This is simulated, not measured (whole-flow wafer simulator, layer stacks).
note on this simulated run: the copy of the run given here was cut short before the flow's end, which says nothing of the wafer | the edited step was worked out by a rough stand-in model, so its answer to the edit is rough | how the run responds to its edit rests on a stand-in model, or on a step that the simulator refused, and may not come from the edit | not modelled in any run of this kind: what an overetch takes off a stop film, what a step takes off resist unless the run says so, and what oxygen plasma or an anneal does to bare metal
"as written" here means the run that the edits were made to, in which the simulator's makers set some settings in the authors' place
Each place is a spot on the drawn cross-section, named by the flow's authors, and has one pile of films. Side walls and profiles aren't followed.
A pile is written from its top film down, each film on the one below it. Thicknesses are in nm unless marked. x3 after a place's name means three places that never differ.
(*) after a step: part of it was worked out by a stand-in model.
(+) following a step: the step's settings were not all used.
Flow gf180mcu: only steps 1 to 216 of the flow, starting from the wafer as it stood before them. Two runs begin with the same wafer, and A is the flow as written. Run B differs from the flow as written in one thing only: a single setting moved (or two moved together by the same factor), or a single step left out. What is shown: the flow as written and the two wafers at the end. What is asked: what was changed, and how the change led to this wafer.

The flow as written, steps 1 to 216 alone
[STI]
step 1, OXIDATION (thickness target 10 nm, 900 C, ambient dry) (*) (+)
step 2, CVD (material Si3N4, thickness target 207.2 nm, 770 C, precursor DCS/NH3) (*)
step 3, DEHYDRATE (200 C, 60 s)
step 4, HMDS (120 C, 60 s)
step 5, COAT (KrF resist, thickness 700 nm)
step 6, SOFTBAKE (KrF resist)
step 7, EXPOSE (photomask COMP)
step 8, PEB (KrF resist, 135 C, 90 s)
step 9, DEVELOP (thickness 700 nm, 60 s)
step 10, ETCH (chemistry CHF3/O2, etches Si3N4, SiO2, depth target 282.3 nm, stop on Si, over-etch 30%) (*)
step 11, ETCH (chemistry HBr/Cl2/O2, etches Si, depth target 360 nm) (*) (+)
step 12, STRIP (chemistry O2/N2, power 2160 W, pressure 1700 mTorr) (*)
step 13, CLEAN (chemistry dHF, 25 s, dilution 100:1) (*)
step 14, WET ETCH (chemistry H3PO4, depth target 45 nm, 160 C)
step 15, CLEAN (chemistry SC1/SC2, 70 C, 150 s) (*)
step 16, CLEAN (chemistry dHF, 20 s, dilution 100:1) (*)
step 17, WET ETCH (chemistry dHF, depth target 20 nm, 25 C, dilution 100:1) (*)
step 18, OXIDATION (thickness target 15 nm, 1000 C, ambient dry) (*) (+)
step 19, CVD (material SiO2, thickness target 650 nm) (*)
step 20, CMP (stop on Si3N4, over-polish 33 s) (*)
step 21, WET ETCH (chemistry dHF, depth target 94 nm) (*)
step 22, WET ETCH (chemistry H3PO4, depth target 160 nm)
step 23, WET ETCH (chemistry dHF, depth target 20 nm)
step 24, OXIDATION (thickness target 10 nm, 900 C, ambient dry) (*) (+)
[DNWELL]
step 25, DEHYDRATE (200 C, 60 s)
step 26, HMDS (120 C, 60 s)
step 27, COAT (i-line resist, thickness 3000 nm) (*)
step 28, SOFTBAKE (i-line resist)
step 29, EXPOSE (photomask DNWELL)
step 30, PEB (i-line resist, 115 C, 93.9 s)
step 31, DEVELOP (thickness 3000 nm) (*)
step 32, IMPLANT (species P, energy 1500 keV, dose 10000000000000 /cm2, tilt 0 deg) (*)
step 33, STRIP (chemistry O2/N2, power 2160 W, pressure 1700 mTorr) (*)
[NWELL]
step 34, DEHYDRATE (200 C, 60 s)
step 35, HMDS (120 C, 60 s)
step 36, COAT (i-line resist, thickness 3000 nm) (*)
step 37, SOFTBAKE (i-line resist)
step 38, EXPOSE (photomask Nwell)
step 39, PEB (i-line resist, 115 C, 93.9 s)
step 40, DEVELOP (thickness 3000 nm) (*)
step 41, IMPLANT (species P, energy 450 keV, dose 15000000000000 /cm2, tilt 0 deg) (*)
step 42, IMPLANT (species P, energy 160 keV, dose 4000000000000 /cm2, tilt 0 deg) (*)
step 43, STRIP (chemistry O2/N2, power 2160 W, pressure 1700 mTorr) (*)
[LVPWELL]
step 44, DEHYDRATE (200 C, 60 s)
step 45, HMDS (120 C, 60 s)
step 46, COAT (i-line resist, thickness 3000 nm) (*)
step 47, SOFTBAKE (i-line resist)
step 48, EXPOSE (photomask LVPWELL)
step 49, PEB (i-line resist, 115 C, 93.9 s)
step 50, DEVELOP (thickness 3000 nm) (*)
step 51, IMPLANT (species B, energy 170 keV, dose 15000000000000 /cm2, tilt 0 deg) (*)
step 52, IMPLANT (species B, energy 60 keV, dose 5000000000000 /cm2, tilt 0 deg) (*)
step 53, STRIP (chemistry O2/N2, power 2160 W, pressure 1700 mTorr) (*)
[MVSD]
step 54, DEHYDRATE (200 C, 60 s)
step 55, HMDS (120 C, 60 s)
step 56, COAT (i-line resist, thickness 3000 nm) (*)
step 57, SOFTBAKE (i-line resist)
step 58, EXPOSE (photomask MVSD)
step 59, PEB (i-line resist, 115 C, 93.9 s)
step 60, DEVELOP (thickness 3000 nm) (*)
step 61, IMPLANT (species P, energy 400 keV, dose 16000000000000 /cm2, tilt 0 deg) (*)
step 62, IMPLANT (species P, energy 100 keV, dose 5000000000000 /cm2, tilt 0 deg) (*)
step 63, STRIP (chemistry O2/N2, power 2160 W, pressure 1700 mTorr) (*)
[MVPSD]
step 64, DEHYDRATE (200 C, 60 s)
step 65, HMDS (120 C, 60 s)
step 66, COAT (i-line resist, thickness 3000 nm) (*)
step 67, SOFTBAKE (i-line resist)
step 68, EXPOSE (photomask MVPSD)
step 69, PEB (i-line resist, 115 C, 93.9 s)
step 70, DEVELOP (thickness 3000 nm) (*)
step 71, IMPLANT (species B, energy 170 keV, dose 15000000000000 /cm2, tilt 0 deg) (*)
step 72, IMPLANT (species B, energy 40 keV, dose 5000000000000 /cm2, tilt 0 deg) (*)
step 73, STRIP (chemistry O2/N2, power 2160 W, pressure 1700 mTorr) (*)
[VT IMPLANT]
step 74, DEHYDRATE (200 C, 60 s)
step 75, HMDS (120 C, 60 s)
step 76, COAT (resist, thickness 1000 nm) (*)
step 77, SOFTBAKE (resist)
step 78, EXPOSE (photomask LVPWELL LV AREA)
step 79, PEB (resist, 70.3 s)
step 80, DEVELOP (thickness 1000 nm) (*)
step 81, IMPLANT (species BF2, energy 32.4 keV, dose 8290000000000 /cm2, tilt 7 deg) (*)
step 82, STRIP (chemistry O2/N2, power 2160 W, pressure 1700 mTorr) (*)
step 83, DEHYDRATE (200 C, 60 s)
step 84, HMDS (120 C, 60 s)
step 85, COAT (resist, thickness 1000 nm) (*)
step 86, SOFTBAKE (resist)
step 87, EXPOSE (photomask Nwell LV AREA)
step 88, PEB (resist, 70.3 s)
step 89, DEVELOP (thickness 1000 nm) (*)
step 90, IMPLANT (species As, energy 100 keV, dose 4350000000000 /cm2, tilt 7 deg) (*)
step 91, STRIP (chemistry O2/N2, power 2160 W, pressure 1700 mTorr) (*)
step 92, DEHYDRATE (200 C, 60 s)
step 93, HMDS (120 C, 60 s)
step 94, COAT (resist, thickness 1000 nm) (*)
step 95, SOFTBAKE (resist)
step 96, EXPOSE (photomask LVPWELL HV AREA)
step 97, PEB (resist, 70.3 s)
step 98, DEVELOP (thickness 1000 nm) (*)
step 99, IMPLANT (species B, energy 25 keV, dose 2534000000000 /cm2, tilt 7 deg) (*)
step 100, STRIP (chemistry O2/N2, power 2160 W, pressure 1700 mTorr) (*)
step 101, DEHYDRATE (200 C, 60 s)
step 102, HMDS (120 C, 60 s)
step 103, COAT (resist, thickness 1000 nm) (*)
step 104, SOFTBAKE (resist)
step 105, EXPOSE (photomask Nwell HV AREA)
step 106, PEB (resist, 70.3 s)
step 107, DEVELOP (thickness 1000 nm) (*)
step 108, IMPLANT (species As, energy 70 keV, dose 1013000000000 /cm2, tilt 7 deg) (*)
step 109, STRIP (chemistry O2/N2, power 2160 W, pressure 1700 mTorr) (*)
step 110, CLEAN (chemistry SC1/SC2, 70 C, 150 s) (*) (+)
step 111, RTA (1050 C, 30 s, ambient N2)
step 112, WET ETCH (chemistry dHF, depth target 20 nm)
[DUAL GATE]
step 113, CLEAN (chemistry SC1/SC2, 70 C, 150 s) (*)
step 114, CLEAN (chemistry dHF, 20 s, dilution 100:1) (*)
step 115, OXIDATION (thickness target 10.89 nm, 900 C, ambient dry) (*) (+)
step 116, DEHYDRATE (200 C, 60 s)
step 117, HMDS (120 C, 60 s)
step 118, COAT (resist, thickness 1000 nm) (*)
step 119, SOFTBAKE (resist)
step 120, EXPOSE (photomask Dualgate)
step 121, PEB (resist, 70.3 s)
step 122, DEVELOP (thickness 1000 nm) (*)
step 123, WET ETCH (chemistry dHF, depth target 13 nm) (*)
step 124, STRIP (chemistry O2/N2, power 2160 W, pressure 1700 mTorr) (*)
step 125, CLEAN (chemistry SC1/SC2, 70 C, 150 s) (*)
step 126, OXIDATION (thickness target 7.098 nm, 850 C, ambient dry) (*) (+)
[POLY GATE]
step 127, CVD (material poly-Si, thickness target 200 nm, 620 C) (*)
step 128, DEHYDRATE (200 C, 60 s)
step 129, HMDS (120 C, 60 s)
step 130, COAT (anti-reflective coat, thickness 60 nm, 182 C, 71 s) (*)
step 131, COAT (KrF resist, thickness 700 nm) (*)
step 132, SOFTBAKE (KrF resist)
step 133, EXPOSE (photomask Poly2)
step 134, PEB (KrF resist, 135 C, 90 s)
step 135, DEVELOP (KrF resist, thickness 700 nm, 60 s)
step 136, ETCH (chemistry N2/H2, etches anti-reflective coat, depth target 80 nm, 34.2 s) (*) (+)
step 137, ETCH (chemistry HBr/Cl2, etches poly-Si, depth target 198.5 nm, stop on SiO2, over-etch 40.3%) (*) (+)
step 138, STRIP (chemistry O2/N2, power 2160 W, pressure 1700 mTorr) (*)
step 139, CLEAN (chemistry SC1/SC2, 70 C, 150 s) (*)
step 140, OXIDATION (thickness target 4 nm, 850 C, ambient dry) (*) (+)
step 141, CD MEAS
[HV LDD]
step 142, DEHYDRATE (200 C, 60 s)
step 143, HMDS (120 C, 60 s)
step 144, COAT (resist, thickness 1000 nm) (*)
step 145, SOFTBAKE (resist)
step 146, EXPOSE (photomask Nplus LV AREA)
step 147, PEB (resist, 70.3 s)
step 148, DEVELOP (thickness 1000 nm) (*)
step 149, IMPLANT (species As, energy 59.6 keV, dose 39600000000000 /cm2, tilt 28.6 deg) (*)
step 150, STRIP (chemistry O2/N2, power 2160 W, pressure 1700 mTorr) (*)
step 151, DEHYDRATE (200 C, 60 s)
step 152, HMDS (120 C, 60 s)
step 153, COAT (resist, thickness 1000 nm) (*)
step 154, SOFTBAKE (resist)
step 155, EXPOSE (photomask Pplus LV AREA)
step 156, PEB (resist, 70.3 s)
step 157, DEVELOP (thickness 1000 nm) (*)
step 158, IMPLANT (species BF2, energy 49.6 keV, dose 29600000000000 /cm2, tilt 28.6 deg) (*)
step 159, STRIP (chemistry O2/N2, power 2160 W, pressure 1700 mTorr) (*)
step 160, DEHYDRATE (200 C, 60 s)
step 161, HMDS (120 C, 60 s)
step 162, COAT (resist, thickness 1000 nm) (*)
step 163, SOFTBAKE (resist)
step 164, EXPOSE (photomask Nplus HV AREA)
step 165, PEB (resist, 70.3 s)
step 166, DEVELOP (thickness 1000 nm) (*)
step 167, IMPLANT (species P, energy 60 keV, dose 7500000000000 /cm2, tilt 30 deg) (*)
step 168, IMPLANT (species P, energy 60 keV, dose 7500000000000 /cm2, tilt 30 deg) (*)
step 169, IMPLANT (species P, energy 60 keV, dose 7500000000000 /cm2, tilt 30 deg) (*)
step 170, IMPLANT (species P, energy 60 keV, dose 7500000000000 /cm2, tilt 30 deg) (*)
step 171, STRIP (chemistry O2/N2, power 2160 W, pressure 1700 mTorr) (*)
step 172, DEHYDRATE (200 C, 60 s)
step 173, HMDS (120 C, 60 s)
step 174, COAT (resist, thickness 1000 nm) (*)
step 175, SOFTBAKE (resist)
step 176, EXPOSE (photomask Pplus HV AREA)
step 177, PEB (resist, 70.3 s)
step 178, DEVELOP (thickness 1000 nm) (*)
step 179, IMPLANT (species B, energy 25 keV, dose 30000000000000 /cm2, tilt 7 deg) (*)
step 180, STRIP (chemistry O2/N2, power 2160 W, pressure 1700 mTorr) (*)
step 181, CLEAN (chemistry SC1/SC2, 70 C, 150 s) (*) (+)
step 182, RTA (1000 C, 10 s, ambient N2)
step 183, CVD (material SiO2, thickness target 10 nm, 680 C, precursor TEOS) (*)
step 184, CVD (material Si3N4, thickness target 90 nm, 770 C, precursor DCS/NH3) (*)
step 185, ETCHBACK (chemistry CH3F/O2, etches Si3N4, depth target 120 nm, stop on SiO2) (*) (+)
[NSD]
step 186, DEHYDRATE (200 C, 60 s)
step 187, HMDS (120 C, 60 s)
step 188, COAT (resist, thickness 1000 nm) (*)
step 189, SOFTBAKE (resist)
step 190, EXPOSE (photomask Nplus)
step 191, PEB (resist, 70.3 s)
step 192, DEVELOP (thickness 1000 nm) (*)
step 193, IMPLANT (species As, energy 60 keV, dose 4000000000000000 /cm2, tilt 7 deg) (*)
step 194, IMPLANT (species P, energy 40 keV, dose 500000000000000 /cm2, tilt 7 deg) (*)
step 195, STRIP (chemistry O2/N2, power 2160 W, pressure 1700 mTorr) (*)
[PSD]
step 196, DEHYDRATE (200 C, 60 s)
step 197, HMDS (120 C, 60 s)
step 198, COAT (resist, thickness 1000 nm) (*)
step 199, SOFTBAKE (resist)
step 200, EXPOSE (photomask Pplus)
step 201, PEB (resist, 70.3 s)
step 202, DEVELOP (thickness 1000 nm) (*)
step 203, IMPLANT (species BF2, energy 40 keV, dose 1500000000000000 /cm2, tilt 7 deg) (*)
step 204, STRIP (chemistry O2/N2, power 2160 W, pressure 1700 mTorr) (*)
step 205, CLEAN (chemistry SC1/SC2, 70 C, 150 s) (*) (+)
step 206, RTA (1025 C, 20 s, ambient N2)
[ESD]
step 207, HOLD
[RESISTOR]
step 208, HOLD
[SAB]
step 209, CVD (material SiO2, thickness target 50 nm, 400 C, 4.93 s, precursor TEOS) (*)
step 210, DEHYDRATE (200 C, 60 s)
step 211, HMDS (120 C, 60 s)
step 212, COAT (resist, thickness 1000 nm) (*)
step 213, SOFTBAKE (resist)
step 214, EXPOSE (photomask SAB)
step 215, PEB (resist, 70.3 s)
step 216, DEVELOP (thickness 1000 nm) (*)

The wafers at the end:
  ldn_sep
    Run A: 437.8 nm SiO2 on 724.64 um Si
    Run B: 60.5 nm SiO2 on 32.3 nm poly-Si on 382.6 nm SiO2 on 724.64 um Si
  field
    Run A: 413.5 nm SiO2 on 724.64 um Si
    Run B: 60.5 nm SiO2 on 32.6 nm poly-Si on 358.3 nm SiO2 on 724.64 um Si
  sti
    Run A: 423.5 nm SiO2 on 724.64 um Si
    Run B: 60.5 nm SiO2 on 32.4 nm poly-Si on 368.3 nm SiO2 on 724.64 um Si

Cause: step 137, ETCH: depth target 117.1 nm was run, whereas the flow has depth target 198.5 nm.

Step by step, how the change led to this:
  step 137, ETCH (chemistry HBr/Cl2, etches poly-Si, depth target 198.5 nm, stop on SiO2, over-etch 40.3%) (*) (+)
      field__w3, field__w12, field_sub and 14 more: A -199 poly-Si (all of it), -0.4 SiO2 | B -164.3 poly-Si
      field__w6, sti, m1 and 11 more: A -198.8 poly-Si (all of it), -0.4 SiO2 | B -164.3 poly-Si
      (also at 61 further places)
  step 138, STRIP (chemistry O2/N2, power 2160 W, pressure 1700 mTorr) (*)
      field, field__w1, field__w2 and 61 more: A nothing | B +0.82 chemical SiO2 (new film), -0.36 poly-Si
      gate: A +0.68 chemical SiO2 (new film), -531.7 KrF resist (all of it), -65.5 anti-reflective coat (all of it), -0.3 poly-Si | B +0.67 chemical SiO2 (new film), -569.7 KrF resist (all of it), -65.5 anti-reflective coat (all of it), -0.3 poly-Si
      (also at 27 further places)
  step 139, CLEAN (chemistry SC1/SC2, 70 C, 150 s) (*)
      field, field__w1, field__w2 and 34 more: A -0.68 SiO2 | B -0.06 chemical SiO2, -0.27 poly-Si
  step 140, OXIDATION (thickness target 4 nm, 850 C, ambient dry) (*) (+)
      field, field__w1, field__w2 and 21 more: A +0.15 SiO2, -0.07 Si | B +4 SiO2 (new film), -0.76 chemical SiO2 (all of it), -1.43 poly-Si
      active_hv, active_nat, ld_sd_n and 11 more: A +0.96 SiO2, -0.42 Si | B +4 SiO2 (new film), -0.76 chemical SiO2 (all of it), -1.43 poly-Si
      (also at 26 further places)
  step 144, COAT (resist, thickness 1000 nm) (*)
      polyc_n, polyc_p: A +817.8 resist (new film) | B +849.6 resist (new film)
      gate: A +837.3 resist (new film) | B +868.6 resist (new film)
      (also at 25 further places)
  step 145, SOFTBAKE (resist)
      nw_enc_fld_lv__w3: A +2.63 resist | B -0.49 resist
      field__w1: A +4.19 resist | B +3.26 resist
      (also at 60 further places)
  step 147, PEB (resist, 70.3 s)
      ld_body_p_dnw, ldn_ch, ldn_acc, ldp_ch, ldp_acc: A -13 resist | B -13.6 resist
      polyc_n, polyc_n_rim, polyc_p, polyc_p_rim: A -12.2 resist | B -12.8 resist
      (also at 7 further places)
  step 148, DEVELOP (thickness 1000 nm) (*)
      gate: A -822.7 resist (all of it) | B -854 resist (all of it)
      npoly_u: A -821.5 resist (all of it) | B -851.7 resist (all of it)
      (also at 3 further places)
  step 150, STRIP (chemistry O2/N2, power 2160 W, pressure 1700 mTorr) (*)
      gate_hv: A -824.2 resist (all of it) | B -853.5 resist (all of it)
      gate_p: A -828.7 resist (all of it) | B -858.8 resist (all of it)
      (also at 21 further places)
  step 153, COAT (resist, thickness 1000 nm) (*)
      polyc_n, polyc_p: A +817.8 resist (new film) | B +849.6 resist (new film)
      gate: A +837.3 resist (new film) | B +868.6 resist (new film)
      (also at 25 further places)
  step 154, SOFTBAKE (resist)
      nw_enc_fld_lv__w3: A +2.63 resist | B -0.49 resist
      field__w1: A +4.19 resist | B +3.26 resist
      (also at 60 further places)
  step 156, PEB (resist, 70.3 s)
      ld_body_p_dnw, ldn_ch, ldn_acc, ldp_ch, ldp_acc: A -13 resist | B -13.6 resist
      polyc_n, polyc_n_rim, polyc_p, polyc_p_rim: A -12.2 resist | B -12.8 resist
      (also at 7 further places)
  step 157, DEVELOP (thickness 1000 nm) (*)
      gate_p: A -828.7 resist (all of it) | B -858.8 resist (all of it)
      ppoly_u: A -827 resist (all of it) | B -856.1 resist (all of it)
      (also at 3 further places)
  step 159, STRIP (chemistry O2/N2, power 2160 W, pressure 1700 mTorr) (*)
      gate: A -822.7 resist (all of it) | B -854 resist (all of it)
      gate_hv: A -824.2 resist (all of it) | B -853.5 resist (all of it)
      (also at 21 further places)
  step 162, COAT (resist, thickness 1000 nm) (*)
      polyc_n, polyc_p: A +817.8 resist (new film) | B +849.6 resist (new film)
      gate: A +837.3 resist (new film) | B +868.6 resist (new film)
      (also at 25 further places)
  step 163, SOFTBAKE (resist)
      nw_enc_fld_lv__w3: A +2.63 resist | B -0.49 resist
      field__w1: A +4.19 resist | B +3.26 resist
      (also at 60 further places)
  ... 22 further steps ...
  step 216, DEVELOP (thickness 1000 nm) (*)
      gate: A -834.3 resist (all of it) | B -863.3 resist (all of it)
      gate_hv: A -836.1 resist (all of it) | B -863 resist (all of it)
      (also at 24 further places)
